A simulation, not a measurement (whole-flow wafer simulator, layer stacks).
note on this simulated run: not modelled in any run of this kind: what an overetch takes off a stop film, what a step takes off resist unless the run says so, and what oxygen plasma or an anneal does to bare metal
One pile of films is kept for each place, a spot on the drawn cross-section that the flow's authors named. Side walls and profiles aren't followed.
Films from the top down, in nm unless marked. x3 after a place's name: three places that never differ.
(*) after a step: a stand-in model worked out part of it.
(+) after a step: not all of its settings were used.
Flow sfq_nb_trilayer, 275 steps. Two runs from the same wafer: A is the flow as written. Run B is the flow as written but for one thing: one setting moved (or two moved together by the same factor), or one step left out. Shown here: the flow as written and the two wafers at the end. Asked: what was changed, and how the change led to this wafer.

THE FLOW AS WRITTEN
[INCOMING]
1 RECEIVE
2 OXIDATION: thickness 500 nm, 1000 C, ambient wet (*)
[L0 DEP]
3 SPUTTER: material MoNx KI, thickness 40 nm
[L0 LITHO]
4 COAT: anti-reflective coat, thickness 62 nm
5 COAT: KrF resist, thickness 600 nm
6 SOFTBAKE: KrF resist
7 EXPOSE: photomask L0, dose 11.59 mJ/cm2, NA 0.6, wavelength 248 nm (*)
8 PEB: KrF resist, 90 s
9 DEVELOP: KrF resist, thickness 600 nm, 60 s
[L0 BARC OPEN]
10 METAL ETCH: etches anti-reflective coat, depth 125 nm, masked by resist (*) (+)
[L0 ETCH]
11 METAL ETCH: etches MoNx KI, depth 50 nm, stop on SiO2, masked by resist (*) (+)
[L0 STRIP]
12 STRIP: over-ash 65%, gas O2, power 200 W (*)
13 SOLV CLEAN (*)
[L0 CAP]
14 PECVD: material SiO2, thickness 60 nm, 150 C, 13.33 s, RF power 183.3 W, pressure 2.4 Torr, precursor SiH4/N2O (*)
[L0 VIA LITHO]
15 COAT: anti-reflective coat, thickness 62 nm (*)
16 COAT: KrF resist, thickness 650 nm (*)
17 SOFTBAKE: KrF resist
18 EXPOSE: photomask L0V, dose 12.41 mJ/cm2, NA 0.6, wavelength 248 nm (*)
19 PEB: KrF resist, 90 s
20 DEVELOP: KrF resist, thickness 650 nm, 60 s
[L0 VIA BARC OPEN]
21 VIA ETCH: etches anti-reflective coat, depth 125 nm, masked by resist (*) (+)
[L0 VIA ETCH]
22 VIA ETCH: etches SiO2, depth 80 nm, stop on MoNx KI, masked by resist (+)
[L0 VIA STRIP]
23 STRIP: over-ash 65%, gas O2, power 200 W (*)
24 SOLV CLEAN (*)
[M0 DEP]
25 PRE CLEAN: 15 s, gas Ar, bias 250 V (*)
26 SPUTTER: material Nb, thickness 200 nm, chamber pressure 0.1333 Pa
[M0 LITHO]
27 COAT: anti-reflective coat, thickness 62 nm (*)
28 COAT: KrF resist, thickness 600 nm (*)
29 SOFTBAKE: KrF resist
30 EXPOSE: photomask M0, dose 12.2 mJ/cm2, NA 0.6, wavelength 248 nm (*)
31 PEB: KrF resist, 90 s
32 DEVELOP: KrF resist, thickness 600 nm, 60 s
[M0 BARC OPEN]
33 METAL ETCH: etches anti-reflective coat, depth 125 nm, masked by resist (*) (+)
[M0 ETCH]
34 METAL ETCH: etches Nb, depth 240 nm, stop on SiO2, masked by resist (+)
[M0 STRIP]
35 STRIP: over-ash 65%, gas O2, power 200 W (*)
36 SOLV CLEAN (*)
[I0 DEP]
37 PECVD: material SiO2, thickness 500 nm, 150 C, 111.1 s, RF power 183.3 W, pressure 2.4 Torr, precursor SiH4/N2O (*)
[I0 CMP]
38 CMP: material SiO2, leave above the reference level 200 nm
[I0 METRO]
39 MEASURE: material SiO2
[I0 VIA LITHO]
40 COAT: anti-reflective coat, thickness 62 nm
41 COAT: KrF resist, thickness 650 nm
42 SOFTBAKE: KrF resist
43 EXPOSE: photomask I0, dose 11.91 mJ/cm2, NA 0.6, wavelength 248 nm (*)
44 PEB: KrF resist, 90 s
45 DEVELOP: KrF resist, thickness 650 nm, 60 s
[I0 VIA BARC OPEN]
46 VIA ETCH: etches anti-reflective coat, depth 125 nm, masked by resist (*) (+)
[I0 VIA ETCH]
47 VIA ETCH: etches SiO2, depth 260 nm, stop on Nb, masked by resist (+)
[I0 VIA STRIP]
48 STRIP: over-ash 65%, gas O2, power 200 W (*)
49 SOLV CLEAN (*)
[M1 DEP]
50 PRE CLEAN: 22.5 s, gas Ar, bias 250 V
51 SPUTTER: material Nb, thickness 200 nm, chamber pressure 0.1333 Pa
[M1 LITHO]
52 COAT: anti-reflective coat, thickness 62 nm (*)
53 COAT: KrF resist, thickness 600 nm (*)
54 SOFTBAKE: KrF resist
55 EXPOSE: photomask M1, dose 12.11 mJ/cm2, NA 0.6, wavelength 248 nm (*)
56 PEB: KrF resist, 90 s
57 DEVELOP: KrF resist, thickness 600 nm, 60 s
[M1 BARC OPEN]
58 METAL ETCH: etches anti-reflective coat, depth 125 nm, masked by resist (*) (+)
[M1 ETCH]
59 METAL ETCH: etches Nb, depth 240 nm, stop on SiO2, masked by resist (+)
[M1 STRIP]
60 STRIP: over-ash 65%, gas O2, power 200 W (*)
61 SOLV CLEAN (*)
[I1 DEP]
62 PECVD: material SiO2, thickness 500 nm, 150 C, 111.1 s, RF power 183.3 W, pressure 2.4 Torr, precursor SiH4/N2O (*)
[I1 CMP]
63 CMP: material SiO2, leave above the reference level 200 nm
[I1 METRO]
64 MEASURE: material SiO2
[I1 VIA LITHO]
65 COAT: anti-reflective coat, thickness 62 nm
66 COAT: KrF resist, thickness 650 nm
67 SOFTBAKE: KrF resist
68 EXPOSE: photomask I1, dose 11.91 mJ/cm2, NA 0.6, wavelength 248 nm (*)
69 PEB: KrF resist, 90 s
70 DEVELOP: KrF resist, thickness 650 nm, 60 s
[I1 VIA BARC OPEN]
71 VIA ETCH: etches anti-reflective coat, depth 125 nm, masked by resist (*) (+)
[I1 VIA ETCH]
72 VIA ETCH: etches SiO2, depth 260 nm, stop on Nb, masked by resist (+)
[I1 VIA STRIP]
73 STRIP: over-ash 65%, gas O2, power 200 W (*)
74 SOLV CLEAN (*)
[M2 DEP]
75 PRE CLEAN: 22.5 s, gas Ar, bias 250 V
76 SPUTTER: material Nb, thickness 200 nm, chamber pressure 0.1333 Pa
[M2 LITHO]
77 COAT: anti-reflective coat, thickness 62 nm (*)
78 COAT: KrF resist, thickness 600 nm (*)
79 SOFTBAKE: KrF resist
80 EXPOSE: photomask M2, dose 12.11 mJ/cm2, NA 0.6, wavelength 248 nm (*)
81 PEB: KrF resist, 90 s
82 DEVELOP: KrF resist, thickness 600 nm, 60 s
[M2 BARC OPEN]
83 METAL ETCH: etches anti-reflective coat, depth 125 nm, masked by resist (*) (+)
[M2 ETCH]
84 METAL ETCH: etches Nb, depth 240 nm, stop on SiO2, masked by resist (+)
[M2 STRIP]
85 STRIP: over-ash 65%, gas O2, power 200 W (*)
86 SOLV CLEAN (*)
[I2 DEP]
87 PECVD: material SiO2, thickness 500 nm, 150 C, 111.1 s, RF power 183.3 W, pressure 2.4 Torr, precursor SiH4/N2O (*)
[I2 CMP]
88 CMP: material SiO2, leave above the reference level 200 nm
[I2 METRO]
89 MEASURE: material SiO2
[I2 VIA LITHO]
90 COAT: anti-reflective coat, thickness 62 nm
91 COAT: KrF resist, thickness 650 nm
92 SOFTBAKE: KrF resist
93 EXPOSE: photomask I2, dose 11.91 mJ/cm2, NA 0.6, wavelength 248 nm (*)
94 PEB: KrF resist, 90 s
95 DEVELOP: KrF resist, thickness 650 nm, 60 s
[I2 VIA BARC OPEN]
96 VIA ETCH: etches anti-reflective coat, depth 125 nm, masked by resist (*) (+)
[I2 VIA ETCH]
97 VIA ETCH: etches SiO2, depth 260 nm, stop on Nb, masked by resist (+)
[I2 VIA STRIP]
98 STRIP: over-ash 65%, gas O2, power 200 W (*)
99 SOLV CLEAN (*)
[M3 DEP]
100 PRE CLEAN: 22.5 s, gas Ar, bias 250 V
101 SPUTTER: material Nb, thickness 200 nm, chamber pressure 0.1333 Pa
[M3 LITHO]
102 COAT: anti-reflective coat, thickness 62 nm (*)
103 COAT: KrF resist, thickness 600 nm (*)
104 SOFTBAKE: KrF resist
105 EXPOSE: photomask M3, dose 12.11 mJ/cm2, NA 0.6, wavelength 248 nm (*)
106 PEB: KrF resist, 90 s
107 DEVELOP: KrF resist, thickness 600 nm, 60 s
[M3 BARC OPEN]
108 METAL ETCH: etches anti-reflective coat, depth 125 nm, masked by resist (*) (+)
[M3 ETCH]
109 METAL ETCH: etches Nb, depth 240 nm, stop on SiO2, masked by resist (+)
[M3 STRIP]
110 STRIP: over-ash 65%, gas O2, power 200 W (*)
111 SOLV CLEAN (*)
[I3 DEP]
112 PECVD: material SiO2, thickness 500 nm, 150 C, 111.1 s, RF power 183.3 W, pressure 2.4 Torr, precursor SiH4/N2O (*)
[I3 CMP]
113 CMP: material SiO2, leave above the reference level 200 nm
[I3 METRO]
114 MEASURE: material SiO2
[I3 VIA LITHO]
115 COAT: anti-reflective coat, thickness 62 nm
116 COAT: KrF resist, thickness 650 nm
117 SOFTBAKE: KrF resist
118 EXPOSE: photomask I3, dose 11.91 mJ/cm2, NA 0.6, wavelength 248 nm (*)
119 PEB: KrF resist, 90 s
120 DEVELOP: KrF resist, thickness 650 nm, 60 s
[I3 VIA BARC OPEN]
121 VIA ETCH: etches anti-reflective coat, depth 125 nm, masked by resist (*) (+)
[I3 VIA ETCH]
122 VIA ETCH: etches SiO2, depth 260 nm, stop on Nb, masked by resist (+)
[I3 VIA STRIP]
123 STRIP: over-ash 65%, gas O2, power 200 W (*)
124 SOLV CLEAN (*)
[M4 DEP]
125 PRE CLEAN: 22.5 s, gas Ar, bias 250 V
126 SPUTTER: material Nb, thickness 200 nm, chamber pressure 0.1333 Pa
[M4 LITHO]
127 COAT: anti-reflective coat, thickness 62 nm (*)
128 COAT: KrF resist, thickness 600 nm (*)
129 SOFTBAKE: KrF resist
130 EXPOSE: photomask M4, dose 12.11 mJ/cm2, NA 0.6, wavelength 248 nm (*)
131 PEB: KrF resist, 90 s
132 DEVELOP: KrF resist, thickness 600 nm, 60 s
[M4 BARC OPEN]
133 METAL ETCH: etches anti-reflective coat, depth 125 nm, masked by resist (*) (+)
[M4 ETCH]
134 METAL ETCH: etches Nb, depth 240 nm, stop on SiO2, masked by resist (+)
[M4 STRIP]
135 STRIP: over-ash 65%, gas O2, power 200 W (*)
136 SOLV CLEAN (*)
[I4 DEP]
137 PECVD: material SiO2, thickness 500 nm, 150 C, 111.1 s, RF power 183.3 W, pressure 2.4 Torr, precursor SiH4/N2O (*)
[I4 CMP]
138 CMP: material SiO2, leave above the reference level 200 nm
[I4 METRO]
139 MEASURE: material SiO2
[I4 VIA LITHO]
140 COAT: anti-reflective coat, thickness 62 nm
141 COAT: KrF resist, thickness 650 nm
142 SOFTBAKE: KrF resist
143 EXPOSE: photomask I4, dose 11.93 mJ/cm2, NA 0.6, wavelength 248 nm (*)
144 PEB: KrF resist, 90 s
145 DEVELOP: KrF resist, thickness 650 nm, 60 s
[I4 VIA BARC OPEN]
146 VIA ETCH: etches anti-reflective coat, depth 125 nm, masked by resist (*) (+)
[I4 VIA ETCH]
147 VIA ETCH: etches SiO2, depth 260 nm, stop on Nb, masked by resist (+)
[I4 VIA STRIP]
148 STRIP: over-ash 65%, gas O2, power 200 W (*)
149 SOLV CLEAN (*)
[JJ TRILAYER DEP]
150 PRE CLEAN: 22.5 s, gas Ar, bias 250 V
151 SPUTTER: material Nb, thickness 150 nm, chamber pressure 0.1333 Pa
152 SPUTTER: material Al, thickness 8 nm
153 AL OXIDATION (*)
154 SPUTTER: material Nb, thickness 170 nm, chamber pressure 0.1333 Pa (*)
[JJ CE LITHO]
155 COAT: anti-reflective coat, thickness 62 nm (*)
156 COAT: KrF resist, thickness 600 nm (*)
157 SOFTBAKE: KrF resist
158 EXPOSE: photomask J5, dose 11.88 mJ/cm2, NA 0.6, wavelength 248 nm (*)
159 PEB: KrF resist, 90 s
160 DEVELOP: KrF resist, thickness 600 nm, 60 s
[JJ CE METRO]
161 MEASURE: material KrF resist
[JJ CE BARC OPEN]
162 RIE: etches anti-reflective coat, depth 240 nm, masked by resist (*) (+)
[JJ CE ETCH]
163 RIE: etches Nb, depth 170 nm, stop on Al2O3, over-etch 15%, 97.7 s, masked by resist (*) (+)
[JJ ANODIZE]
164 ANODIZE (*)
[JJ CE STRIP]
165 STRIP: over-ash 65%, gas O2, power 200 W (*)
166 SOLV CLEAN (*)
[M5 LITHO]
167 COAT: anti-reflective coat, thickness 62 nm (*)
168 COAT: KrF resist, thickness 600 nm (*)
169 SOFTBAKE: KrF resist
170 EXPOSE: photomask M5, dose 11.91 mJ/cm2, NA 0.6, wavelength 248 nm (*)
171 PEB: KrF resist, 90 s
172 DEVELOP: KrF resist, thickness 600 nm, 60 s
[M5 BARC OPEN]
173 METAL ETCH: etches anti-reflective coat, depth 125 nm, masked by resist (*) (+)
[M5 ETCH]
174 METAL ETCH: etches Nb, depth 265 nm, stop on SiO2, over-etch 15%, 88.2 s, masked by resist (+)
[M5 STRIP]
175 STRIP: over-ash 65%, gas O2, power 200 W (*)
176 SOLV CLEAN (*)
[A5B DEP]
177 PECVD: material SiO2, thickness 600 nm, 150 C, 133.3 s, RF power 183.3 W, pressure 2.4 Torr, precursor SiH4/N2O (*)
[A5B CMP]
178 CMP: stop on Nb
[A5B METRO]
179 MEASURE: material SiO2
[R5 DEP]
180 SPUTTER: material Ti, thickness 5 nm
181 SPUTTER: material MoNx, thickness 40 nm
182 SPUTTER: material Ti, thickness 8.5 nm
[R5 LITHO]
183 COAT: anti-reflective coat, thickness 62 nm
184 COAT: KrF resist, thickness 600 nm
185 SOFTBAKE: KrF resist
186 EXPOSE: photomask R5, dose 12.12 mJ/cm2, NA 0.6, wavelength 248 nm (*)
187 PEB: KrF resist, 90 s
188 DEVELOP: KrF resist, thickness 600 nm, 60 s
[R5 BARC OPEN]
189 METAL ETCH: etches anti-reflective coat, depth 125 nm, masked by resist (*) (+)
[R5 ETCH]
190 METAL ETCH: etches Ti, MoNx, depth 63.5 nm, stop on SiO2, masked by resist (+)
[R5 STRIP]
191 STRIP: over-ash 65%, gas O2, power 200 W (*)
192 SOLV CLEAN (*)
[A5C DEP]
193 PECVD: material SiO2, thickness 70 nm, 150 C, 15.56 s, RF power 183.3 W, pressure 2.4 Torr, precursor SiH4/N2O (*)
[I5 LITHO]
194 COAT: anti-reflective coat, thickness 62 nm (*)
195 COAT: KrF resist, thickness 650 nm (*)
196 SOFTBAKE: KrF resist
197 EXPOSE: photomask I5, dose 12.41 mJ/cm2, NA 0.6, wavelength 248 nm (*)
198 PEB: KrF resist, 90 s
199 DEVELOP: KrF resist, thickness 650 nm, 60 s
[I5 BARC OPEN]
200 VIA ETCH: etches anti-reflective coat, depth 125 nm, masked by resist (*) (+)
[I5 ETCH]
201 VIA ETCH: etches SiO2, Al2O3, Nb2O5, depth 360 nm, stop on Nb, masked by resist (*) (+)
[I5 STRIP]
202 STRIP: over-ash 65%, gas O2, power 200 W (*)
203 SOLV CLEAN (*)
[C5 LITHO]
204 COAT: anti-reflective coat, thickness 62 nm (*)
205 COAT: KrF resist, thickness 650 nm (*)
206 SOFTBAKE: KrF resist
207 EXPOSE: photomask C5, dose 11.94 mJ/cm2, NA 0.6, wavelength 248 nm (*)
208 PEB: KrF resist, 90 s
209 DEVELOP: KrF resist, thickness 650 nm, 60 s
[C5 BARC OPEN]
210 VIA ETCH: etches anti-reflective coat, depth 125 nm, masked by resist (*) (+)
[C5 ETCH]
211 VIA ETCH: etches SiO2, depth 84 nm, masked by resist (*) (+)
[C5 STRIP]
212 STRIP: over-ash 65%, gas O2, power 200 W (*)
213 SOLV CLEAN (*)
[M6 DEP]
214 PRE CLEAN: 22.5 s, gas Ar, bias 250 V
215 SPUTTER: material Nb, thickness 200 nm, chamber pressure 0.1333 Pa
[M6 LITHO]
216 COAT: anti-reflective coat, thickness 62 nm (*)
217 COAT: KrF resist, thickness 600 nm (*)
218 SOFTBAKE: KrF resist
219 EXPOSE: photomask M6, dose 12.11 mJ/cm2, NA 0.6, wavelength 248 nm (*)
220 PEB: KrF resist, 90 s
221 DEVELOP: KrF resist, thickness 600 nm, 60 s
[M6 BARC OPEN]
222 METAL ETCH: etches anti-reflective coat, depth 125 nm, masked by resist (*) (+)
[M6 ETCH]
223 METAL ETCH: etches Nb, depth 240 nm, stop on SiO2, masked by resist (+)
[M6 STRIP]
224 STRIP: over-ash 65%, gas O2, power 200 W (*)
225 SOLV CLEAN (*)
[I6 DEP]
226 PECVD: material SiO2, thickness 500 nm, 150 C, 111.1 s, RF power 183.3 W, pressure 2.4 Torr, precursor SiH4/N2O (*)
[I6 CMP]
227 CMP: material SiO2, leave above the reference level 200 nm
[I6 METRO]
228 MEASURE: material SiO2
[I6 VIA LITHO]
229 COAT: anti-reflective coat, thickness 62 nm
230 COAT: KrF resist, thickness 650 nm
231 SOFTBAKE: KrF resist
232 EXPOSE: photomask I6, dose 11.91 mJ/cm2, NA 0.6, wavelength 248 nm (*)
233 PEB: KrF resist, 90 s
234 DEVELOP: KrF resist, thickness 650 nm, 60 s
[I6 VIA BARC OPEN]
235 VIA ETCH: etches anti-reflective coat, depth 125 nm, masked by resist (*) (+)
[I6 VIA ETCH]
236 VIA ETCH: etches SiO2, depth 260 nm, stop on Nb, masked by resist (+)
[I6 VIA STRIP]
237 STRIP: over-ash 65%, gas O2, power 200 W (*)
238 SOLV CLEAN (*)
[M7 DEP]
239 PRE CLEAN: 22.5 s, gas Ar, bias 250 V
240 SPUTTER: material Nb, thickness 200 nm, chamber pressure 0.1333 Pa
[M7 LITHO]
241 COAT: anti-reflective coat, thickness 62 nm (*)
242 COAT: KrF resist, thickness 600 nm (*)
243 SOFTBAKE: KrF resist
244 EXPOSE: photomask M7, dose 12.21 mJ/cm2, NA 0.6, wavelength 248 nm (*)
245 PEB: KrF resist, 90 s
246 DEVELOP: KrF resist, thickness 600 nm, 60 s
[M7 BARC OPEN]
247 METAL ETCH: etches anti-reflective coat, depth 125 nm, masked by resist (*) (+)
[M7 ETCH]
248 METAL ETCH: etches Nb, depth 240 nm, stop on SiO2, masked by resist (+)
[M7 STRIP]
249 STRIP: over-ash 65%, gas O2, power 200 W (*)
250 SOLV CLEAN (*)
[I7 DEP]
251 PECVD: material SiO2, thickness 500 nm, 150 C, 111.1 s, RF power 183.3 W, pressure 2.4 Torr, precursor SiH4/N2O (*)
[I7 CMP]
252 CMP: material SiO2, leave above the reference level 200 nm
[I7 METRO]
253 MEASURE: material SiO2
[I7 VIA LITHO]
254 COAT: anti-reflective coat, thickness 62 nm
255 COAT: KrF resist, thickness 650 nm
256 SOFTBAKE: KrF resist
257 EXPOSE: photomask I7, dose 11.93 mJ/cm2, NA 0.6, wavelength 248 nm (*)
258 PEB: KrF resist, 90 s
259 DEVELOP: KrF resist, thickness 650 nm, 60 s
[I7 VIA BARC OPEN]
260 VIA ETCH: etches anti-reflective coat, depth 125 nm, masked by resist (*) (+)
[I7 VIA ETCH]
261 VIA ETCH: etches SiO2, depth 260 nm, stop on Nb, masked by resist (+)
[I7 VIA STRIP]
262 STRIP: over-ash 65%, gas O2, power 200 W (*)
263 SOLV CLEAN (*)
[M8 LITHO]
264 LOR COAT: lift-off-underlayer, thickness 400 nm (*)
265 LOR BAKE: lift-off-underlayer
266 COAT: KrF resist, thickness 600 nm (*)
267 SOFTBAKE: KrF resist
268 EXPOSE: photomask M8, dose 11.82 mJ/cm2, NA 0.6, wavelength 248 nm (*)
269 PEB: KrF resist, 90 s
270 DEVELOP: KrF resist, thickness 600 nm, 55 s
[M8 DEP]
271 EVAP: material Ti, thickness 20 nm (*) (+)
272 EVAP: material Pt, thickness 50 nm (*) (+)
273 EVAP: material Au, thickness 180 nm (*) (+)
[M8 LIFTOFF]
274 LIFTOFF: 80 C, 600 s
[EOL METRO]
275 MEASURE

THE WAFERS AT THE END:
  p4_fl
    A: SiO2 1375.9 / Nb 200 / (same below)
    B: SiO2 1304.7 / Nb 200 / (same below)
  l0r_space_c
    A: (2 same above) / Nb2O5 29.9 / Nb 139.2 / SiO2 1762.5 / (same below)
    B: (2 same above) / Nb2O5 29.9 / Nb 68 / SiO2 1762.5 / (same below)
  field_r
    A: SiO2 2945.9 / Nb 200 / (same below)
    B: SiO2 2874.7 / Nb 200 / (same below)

The cause: step 151, SPUTTER: thickness 78.8 nm was run, where the flow has thickness 150 nm.

How the change led to this, step by step:
  151 SPUTTER: material Nb, thickness 150 nm, chamber pressure 0.1333 Pa
      field_l, v_sur, via_sp and 100 more: A Nb +150 (new film) | B Nb +78.8 (new film)
      via_wl, via_wr: A Nb +130.4 | B Nb +56.3
      (and at 1 more place)
  154 SPUTTER: material Nb, thickness 170 nm, chamber pressure 0.1333 Pa (*)
      via_w: A Nb +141 (new film) | B Nb +145.2 (new film)
  155 COAT: anti-reflective coat, thickness 62 nm (*)
      via_wl, via_wr: A anti-reflective coat +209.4 (new film) | B anti-reflective coat +221.4 (new film)
  162 RIE: etches anti-reflective coat, depth 240 nm, masked by resist (*) (+)
      ce_l, c5j, ce_r, wl_jj: A KrF resist -209.4 | B KrF resist -221.4
      via_wl, via_wr: A anti-reflective coat -209.4 (all of it) | B anti-reflective coat -221.4 (all of it)
  163 RIE: etches Nb, depth 170 nm, stop on Al2O3, over-etch 15%, 97.7 s, masked by resist (*) (+)
      via_w: A Nb -141 (all of it), Al2O3 -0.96 (all of it) | B Nb -145.2 (all of it), Al2O3 -0.96 (all of it)
  164 ANODIZE (*)
      via_wl, via_wr: A Al2O3 +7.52 (new film), Nb2O5 +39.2 (new film), Al -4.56 (all of it), Nb -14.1 | B Al2O3 +8.23 (new film), Nb2O5 +37.9 (new film), Al -4.99 (all of it), Nb -13.6
      via_w: A Al2O3 +10.8 (new film), Nb2O5 +33.3 (new film), Al -6.54 (all of it), Nb -12 | B Al2O3 +11.2 (new film), Nb2O5 +32.6 (new film), Al -6.78 (all of it), Nb -11.7
  165 STRIP: over-ash 65%, gas O2, power 200 W (*)
      ce_l: A KrF resist -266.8 (all of it), anti-reflective coat -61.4 (all of it) | B KrF resist -254.8 (all of it), anti-reflective coat -61.5 (all of it)
      c5j: A KrF resist -266.9 (all of it), anti-reflective coat -61.5 (all of it) | B KrF resist -254.9 (all of it), anti-reflective coat -61.5 (all of it)
      (and at 2 more places)
  167 COAT: anti-reflective coat, thickness 62 nm (*)
      via_w: A anti-reflective coat +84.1 (new film) | B anti-reflective coat +78.5 (new film)
      ce_l: A anti-reflective coat +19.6 (new film) | B anti-reflective coat +18.7 (new film)
  174 METAL ETCH: etches Nb, depth 265 nm, stop on SiO2, over-etch 15%, 88.2 s, masked by resist (+)
      field_l, r_sur, res and 50 more: A Al2O3 -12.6 (all of it), Nb2O5 -29.9 (all of it), Nb -139.2 (all of it), SiO2 -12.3 | B Al2O3 -12.6 (all of it), Nb2O5 -29.9 (all of it), Nb -68 (all of it), SiO2 -19.4
  175 STRIP: over-ash 65%, gas O2, power 200 W (*)
      via_w: A KrF resist -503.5 (all of it), anti-reflective coat -84.1 (all of it) | B KrF resist -496.8 (all of it), anti-reflective coat -78.5 (all of it)
      ce_l: A KrF resist -299.6 (all of it), anti-reflective coat -19.6 (all of it) | B KrF resist -300.5 (all of it), anti-reflective coat -18.7 (all of it)
  177 PECVD: material SiO2, thickness 600 nm, 150 C, 133.3 s, RF power 183.3 W, pressure 2.4 Torr, precursor SiH4/N2O (*)
      via_wl, via_wr: A SiO2 +600 (new film) | B SiO2 +612.6 (new film)
  178 CMP: stop on Nb
      field_l, p4_fl, p4_fm and 39 more: A SiO2 -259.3 | B SiO2 -323.4
      r_sur, res, r_end, moat, field_r, lsp_l: A SiO2 -252.3 | B SiO2 -323.4
      (and at 8 more places)
